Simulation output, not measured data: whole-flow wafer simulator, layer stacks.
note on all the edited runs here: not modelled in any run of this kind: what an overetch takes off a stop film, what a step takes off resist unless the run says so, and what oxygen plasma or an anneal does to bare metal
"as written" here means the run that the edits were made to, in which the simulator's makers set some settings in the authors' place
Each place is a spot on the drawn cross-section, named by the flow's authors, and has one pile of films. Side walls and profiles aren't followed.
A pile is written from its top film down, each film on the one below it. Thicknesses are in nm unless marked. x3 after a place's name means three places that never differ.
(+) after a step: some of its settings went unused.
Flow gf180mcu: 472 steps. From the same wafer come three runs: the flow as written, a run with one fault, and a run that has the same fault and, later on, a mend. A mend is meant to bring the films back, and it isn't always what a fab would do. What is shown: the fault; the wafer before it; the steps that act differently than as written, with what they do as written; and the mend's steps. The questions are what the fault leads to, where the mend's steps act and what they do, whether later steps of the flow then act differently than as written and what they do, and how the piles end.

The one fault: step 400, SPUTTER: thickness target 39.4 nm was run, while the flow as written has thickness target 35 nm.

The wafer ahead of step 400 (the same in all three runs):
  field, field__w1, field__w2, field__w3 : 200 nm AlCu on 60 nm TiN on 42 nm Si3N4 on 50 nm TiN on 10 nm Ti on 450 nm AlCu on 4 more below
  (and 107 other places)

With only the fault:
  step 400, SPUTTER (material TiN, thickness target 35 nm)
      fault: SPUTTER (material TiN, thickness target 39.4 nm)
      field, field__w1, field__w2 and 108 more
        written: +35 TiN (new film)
        fault: +39.4 TiN (new film)
  Later steps of the flow acting differently than as written (not shown: 9 more steps that differ only slightly, by at most 2% or 0.5 nm, whichever is larger):
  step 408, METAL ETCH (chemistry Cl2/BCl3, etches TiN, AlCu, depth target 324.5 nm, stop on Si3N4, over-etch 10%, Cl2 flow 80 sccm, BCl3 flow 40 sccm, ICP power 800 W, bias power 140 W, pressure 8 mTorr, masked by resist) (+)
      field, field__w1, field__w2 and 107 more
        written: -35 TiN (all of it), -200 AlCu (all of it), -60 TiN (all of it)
        fault: -39.4 TiN (all of it), -200 AlCu (all of it), -60 TiN (all of it)
  At mim, the piles at the end differ from the flow's by more than 2% or 0.5 nm, whichever is larger.
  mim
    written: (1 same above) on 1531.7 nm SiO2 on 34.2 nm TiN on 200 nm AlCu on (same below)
    fault: (1 same above) on 1531.7 nm SiO2 on 38.6 nm TiN on 200 nm AlCu on (same below)

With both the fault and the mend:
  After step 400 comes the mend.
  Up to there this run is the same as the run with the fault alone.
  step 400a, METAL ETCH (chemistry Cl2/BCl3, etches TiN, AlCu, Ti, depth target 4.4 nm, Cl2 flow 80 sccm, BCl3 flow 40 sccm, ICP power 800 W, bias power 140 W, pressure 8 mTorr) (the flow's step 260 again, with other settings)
      field, field__w1, field__w2 and 108 more
        -4.4 TiN
  Every later step of the flow that is run acts as written at every place that is followed.
  At every place that both follow, the piles at the end match the flow's.
